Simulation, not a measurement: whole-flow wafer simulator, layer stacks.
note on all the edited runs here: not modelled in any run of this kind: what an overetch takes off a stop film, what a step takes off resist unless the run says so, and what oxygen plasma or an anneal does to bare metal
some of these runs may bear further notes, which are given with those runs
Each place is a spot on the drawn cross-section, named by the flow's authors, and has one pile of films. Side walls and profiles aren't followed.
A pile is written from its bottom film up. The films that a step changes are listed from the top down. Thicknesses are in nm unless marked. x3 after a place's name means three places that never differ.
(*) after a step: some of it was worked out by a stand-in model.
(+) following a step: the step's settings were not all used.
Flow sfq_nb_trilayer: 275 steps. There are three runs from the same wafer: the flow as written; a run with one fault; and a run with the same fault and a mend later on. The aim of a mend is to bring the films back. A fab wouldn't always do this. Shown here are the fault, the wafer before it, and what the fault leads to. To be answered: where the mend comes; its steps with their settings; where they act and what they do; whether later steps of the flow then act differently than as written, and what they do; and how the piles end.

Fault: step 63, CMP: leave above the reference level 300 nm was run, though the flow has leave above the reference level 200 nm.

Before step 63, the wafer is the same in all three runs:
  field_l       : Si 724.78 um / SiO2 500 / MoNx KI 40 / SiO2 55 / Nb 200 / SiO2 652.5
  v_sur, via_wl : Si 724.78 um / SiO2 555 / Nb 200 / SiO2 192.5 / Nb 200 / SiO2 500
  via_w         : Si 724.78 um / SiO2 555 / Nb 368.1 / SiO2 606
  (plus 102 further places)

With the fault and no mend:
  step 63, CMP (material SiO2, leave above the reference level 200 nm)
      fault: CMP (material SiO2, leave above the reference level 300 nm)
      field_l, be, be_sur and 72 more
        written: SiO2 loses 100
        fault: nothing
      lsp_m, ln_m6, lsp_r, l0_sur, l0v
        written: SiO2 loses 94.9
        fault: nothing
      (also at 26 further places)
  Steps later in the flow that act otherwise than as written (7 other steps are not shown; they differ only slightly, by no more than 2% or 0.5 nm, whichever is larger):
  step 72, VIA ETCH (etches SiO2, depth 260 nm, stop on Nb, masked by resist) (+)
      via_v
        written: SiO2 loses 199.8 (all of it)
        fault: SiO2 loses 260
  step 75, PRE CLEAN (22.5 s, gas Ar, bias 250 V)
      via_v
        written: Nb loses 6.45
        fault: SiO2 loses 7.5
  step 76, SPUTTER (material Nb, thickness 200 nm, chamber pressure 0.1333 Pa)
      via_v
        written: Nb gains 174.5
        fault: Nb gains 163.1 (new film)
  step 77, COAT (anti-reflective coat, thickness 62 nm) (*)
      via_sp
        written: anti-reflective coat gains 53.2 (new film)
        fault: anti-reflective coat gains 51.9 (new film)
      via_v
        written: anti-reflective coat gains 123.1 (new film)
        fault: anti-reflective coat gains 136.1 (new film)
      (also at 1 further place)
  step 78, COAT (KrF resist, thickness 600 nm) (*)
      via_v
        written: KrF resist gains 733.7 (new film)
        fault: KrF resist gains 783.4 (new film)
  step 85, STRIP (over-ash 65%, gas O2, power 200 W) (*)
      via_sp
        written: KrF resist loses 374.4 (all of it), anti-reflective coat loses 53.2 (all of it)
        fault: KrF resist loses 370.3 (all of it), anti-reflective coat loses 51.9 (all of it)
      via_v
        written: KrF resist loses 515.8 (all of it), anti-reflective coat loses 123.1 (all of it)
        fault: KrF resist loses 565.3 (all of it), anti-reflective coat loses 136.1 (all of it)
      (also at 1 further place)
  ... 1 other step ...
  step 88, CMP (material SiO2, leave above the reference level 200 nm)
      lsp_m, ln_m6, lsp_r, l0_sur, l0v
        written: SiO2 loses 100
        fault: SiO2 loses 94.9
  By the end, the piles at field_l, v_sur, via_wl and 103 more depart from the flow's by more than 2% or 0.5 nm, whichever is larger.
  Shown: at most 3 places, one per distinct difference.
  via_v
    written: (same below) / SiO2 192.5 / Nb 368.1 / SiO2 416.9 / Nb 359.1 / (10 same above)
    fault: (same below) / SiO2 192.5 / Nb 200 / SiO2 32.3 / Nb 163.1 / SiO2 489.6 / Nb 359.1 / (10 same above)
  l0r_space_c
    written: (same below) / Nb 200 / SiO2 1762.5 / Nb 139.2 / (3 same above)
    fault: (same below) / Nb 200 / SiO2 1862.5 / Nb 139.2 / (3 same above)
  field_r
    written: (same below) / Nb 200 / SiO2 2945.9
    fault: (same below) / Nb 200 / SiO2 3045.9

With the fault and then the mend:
  The mend follows step 64.
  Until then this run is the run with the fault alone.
  step 64a, CMP (material SiO2, leave above the reference level 200 nm) (the flow's step 63, run once more)
      field_l, v_sur, via_wl and 98 more
        SiO2 loses 100
      lsp_m, ln_m6, lsp_r, l0_sur, l0v
        SiO2 loses 94.9
  Every later step of the flow that is run acts as written at every place that is followed.
  At every place that both follow, the piles at the end match the flow's.
